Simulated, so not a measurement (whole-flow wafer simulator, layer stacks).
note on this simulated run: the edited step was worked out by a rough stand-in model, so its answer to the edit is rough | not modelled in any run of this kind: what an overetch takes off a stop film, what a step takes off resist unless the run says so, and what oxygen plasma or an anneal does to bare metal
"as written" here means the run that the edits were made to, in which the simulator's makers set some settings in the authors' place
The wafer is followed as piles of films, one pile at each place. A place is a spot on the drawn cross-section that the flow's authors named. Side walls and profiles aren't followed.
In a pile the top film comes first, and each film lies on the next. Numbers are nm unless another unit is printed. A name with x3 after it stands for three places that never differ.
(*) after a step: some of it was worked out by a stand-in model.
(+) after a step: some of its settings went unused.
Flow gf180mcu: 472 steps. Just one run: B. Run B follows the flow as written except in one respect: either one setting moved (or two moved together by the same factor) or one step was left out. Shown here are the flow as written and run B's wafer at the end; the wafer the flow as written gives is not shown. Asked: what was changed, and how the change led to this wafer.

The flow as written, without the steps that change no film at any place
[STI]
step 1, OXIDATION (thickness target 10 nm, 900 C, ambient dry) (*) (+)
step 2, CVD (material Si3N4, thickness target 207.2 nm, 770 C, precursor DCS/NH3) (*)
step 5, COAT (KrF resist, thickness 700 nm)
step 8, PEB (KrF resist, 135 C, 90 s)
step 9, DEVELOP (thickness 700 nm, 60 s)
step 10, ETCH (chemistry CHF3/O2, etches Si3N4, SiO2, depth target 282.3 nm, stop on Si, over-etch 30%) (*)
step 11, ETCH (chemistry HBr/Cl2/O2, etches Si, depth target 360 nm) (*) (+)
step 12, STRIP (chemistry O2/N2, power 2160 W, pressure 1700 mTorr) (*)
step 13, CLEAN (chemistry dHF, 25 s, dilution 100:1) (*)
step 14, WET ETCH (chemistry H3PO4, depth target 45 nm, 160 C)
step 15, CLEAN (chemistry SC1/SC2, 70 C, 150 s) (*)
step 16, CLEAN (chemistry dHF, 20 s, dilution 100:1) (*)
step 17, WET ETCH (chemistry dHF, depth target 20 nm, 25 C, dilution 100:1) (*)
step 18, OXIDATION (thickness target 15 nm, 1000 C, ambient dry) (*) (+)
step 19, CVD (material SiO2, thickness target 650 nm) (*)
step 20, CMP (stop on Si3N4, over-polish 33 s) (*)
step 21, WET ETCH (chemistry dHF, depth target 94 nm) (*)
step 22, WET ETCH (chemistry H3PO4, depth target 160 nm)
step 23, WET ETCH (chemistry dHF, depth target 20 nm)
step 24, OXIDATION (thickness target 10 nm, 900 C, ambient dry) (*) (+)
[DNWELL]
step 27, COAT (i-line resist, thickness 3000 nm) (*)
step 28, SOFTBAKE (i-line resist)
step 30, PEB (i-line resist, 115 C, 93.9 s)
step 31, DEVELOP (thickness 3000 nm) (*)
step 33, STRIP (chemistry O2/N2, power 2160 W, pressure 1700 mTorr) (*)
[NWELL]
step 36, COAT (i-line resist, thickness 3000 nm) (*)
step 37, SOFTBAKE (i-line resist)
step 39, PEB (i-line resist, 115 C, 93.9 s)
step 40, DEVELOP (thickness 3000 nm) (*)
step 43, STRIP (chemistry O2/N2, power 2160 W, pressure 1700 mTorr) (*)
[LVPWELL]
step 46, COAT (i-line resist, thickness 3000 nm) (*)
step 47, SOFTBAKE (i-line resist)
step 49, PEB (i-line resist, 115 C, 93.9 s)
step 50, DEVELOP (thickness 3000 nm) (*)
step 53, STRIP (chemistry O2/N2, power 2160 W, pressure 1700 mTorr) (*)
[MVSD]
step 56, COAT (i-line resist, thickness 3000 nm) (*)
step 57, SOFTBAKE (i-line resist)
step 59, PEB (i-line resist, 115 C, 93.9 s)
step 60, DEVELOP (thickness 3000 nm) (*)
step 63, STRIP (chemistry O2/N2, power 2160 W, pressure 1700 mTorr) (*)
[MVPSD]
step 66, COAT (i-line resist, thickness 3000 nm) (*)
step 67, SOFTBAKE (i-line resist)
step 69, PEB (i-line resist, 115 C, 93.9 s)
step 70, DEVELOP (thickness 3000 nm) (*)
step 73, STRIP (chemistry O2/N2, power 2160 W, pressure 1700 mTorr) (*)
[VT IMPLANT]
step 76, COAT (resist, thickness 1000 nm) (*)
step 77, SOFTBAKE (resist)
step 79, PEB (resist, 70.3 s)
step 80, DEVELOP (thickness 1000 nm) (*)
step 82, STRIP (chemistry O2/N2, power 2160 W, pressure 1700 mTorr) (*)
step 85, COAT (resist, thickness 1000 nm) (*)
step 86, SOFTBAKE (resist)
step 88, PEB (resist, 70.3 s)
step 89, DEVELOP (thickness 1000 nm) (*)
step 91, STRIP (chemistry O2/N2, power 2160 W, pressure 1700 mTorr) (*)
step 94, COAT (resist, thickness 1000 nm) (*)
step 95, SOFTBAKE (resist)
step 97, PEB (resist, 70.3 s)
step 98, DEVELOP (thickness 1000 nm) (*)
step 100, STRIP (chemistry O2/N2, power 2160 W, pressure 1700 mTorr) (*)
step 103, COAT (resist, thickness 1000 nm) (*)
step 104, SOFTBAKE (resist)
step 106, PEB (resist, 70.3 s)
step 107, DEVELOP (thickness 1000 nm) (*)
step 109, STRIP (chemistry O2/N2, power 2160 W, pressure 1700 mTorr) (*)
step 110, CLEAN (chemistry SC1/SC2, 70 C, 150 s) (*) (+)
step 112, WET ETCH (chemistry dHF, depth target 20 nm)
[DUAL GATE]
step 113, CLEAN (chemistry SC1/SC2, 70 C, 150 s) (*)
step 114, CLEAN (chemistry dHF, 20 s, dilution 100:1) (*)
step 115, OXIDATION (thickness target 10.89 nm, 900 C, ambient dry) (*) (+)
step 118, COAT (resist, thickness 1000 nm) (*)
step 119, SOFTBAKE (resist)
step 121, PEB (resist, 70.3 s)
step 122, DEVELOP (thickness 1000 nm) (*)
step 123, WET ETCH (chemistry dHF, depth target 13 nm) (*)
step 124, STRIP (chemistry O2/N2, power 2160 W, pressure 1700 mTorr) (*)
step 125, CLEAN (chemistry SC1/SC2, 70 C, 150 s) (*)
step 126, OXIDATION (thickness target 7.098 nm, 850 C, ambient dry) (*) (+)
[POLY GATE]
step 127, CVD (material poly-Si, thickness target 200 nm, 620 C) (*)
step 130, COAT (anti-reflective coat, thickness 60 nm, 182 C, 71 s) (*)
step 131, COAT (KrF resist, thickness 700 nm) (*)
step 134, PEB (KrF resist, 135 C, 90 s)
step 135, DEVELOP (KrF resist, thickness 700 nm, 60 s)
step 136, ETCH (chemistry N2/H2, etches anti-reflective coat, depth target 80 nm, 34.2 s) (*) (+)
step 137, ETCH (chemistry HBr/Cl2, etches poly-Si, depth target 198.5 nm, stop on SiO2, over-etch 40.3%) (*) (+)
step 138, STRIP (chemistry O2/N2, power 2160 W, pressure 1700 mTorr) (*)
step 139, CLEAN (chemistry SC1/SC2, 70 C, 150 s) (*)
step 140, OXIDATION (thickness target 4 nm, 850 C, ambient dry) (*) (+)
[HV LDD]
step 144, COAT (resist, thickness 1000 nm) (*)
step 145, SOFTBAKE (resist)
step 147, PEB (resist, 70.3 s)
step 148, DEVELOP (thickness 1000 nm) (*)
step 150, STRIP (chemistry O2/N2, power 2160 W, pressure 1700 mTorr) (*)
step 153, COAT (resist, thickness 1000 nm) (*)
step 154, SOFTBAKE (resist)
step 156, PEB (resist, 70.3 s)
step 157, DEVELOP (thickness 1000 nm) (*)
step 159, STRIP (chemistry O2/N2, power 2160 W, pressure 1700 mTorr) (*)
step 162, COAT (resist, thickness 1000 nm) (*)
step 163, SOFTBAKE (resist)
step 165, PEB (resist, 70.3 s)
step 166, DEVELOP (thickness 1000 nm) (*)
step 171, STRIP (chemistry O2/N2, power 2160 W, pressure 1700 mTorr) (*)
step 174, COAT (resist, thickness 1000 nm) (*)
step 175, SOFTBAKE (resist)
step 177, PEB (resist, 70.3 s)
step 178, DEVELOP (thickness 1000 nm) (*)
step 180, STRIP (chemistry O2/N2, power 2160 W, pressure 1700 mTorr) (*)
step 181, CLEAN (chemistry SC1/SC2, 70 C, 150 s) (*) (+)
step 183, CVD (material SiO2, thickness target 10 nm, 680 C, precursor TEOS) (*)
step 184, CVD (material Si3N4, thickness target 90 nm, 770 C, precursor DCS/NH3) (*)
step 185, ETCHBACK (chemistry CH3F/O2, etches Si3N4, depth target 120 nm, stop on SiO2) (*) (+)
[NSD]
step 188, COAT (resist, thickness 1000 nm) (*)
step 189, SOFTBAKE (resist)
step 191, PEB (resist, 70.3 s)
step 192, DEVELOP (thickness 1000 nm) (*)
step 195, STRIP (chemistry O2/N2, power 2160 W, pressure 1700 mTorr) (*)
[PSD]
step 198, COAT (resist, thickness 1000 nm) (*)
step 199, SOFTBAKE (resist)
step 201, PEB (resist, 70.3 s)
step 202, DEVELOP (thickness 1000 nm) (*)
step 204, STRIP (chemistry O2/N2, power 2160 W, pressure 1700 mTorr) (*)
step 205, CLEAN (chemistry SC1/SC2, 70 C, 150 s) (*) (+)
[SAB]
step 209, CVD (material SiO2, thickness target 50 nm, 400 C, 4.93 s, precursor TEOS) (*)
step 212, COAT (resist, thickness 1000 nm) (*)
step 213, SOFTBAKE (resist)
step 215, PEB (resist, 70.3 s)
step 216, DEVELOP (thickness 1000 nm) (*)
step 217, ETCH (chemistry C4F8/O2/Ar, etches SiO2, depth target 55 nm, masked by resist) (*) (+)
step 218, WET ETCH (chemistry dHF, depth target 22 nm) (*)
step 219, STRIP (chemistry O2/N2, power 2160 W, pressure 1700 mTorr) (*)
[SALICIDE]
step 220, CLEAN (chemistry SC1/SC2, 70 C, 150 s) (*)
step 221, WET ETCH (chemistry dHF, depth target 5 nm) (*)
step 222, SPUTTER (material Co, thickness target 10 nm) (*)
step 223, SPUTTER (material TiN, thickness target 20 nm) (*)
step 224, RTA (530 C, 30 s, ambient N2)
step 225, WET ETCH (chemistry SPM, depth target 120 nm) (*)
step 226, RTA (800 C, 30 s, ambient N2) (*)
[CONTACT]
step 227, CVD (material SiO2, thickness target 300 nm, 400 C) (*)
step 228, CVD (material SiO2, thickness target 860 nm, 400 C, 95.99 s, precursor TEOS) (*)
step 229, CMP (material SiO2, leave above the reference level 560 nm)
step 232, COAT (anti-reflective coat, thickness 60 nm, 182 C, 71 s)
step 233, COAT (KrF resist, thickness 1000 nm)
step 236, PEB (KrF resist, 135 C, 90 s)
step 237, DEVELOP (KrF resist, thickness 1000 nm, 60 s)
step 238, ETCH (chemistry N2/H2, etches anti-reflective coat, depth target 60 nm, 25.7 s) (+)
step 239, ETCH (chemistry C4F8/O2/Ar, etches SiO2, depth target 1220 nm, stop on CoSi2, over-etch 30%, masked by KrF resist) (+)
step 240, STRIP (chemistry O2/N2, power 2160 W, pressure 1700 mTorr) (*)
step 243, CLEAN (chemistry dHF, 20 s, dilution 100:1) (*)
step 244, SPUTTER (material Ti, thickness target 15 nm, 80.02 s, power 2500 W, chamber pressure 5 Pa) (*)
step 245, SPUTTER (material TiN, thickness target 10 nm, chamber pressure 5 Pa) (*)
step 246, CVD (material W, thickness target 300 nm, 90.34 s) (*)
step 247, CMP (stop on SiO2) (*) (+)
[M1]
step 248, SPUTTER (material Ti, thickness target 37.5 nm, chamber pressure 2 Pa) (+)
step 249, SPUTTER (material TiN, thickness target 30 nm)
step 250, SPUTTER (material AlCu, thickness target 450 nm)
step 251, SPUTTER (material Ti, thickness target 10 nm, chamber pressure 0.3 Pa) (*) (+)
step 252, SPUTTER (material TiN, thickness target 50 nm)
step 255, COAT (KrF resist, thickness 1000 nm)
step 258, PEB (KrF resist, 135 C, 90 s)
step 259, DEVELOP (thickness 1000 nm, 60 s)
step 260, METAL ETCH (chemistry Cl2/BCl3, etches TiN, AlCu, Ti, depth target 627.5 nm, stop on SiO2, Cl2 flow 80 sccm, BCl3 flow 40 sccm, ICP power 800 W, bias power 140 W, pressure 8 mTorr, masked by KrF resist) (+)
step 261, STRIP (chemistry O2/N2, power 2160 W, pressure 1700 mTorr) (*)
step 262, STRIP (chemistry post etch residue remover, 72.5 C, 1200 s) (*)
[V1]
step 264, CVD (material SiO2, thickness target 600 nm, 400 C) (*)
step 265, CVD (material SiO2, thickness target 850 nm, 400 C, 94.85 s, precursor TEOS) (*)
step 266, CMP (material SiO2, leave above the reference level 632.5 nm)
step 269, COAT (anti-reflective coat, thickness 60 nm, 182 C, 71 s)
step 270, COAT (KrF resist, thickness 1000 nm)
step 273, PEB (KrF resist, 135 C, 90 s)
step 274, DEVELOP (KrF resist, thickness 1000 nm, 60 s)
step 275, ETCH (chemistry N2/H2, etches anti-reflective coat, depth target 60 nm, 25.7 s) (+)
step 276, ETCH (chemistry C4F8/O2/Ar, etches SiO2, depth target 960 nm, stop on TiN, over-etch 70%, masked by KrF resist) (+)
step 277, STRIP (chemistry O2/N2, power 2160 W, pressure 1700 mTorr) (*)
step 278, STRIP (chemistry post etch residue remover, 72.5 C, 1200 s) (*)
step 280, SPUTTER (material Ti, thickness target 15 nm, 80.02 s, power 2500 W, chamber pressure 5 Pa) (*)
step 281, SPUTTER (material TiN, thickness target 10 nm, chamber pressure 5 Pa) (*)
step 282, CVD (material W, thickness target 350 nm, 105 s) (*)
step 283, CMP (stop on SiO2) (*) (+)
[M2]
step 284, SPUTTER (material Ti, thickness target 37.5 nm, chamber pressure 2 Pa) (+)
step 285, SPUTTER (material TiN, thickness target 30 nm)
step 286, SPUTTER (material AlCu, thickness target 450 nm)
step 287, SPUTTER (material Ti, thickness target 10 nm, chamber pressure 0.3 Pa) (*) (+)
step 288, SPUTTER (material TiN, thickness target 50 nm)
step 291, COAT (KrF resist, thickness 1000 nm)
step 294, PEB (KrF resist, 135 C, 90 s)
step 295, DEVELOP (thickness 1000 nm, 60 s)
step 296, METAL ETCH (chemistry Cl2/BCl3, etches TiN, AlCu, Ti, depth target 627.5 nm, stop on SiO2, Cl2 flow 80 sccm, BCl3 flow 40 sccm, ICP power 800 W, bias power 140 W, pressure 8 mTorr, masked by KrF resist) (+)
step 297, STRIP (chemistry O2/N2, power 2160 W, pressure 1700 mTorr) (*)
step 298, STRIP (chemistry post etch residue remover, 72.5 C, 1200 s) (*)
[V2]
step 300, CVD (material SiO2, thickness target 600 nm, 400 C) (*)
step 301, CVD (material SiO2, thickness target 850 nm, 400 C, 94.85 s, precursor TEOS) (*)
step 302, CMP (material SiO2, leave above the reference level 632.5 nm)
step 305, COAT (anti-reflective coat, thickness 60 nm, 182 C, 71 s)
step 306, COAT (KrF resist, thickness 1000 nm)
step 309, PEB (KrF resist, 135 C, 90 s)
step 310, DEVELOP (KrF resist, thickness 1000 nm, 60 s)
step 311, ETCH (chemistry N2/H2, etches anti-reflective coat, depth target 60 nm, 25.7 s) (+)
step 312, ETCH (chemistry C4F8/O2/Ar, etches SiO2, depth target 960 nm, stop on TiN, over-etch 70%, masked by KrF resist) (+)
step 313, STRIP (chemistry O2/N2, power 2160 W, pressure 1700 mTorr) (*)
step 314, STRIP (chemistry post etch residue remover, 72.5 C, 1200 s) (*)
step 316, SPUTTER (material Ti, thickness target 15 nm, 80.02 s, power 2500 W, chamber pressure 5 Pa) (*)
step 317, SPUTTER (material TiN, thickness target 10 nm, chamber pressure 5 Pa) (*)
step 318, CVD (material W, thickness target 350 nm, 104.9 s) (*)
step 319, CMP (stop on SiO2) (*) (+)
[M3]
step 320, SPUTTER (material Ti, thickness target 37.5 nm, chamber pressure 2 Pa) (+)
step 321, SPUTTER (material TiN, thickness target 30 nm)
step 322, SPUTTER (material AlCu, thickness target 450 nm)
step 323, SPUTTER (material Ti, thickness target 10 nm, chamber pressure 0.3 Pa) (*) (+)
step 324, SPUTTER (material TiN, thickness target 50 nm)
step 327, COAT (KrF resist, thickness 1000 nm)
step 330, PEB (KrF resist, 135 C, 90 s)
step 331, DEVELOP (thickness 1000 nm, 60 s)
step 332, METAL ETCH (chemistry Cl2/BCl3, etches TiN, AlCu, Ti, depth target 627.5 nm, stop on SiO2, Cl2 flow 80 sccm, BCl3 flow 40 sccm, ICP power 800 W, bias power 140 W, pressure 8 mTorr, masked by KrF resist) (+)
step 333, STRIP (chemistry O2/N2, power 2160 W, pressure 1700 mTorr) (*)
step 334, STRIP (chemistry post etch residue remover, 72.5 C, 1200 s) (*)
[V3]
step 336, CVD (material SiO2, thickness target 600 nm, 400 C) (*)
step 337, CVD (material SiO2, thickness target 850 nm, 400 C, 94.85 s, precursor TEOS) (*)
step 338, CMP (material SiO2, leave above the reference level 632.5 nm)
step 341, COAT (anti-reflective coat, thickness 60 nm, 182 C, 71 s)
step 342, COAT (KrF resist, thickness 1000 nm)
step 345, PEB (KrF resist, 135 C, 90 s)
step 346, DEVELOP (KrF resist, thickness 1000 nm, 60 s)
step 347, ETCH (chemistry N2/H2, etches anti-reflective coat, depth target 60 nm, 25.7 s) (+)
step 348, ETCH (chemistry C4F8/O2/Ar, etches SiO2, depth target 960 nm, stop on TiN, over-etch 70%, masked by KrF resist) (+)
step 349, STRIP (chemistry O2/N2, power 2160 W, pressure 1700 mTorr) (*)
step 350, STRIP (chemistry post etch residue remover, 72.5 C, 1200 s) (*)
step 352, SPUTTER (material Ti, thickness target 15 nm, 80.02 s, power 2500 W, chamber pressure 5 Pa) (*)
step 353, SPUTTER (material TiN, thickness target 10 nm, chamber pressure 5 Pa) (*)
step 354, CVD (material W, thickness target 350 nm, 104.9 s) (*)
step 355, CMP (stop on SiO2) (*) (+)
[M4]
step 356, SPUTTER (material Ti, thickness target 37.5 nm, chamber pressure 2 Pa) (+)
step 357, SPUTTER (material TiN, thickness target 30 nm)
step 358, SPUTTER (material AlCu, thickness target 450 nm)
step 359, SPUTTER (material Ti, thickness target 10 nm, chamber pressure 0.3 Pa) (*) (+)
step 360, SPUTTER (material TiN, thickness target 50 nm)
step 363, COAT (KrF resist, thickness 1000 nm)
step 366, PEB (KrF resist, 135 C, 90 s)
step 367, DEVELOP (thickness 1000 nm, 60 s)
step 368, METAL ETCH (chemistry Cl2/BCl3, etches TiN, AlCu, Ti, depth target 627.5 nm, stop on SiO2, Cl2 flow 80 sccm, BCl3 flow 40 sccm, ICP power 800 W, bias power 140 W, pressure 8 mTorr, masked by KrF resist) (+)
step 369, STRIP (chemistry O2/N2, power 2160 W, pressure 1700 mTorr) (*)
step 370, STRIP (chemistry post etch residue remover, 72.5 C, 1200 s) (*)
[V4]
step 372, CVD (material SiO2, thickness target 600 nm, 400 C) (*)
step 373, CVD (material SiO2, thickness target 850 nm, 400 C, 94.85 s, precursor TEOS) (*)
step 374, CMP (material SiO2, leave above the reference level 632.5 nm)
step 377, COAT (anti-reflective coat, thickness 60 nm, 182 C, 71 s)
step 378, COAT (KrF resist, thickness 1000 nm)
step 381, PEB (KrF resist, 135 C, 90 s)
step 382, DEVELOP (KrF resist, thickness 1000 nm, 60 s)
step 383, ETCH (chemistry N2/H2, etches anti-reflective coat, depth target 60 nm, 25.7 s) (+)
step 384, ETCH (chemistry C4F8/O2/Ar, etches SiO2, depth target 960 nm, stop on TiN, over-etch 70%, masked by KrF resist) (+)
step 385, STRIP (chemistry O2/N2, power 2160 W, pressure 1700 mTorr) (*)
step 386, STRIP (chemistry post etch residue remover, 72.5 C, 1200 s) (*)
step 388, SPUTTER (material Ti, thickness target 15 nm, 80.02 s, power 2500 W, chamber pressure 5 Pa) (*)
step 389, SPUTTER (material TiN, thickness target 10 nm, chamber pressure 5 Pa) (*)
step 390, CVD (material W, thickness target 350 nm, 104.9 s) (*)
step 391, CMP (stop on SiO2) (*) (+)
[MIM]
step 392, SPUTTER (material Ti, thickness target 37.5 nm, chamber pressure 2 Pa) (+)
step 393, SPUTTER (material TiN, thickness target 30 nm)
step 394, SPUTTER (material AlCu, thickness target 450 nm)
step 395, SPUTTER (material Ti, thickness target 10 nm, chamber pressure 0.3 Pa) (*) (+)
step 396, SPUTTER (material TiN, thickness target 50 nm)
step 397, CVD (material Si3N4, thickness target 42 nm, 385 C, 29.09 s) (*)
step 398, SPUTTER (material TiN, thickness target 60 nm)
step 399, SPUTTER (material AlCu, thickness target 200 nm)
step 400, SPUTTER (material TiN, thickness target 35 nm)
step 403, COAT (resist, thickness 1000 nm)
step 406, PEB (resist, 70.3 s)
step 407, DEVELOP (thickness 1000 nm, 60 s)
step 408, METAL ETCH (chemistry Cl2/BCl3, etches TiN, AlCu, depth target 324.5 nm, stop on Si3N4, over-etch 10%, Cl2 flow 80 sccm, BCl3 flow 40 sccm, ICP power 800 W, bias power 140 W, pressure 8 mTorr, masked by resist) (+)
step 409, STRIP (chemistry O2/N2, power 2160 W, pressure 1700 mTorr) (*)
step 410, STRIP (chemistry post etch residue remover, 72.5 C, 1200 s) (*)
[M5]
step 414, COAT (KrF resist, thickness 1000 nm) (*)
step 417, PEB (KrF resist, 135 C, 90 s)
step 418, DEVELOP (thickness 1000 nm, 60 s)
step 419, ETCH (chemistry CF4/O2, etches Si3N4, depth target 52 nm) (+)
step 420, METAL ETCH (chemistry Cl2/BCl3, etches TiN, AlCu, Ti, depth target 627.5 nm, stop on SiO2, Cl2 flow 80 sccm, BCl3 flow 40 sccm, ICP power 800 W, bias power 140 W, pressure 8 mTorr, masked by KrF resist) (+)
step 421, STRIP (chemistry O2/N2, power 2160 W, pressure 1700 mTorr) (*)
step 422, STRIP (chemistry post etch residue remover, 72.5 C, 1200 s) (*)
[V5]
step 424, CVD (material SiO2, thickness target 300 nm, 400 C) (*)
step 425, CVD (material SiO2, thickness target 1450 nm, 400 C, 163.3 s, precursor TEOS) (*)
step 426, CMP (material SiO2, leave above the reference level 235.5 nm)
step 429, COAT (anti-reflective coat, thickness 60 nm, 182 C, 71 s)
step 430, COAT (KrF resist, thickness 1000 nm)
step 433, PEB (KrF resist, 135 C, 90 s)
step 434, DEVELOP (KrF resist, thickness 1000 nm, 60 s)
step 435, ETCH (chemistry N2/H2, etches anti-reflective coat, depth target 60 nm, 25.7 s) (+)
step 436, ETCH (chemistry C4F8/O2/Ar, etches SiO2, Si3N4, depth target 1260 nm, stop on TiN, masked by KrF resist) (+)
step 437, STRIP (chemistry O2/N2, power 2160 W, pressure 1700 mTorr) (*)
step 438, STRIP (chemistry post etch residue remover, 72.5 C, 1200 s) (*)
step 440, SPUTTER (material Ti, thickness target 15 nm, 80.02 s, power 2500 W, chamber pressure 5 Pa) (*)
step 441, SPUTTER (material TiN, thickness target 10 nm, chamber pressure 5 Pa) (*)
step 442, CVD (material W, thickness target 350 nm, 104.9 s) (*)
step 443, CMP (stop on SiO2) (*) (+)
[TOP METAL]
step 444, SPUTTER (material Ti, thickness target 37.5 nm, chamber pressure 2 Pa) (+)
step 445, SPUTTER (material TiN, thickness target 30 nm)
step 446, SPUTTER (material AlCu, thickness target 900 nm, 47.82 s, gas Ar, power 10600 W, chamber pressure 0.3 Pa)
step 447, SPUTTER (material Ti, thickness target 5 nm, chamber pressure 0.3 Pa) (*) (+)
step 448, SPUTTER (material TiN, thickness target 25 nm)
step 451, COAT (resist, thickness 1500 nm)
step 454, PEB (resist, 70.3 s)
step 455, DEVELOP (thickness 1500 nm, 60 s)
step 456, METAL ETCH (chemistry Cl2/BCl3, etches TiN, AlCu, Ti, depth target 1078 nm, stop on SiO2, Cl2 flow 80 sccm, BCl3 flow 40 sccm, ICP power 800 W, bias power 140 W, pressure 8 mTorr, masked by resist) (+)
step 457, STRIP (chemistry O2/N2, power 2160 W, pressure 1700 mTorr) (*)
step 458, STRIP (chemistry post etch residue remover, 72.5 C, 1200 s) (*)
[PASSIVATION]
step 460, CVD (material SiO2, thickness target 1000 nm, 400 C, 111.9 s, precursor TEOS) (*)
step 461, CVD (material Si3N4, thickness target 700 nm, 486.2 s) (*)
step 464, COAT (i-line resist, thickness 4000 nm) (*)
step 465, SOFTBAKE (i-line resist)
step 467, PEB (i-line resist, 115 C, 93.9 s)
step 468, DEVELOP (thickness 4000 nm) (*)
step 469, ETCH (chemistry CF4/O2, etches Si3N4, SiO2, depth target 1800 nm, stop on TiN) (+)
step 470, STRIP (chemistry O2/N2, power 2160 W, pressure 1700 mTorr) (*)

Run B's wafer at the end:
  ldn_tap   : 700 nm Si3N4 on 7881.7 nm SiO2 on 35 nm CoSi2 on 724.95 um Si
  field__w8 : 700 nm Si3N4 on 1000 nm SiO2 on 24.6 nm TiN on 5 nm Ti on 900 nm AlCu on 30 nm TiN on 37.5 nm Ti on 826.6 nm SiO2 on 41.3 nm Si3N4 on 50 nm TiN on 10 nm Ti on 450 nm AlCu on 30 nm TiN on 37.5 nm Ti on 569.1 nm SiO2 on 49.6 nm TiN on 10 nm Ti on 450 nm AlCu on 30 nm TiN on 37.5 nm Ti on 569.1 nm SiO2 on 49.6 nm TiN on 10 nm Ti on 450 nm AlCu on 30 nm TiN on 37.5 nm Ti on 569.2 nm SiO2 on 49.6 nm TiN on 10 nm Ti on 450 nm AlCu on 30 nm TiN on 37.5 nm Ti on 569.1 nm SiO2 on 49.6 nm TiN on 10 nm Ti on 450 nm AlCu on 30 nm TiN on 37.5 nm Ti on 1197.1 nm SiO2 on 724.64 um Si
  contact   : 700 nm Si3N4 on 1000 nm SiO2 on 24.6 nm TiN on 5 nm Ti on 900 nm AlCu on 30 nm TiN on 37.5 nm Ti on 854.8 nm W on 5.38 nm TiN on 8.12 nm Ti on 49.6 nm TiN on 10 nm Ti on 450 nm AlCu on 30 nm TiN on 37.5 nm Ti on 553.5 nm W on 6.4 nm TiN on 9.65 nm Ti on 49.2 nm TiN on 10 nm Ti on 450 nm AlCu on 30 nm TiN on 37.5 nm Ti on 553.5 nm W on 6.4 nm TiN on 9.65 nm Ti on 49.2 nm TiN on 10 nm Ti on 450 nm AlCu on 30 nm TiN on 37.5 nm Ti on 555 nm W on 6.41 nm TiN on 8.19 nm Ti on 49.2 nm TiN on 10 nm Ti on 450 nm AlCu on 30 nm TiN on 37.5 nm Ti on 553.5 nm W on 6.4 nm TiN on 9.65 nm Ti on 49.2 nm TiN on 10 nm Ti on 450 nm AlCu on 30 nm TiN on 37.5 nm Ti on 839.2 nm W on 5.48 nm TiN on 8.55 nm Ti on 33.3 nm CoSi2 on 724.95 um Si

What caused this: step 316, SPUTTER: 68.02 s was run, though the flow has 80.02 s.

Step by step, how the change led to this:
  step 316, SPUTTER (material Ti, thickness target 15 nm, 80.02 s, power 2500 W, chamber pressure 5 Pa) (*)
      field, field__w1, field__w2 and 107 more: +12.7 Ti (new film) (as written it would have been: +15 Ti (new film))
      contact: +8.19 Ti (new film) (as written it would have been: +9.65 Ti (new film))
  step 319, CMP (stop on SiO2) (*) (+)
      field, field__w1, field__w2 and 107 more: -350 W (all of it), -10 TiN (all of it), -12.7 Ti (all of it), -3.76 SiO2 (as written it would have been: -350 W (all of it), -10 TiN (all of it), -15 Ti (all of it), -3.78 SiO2)
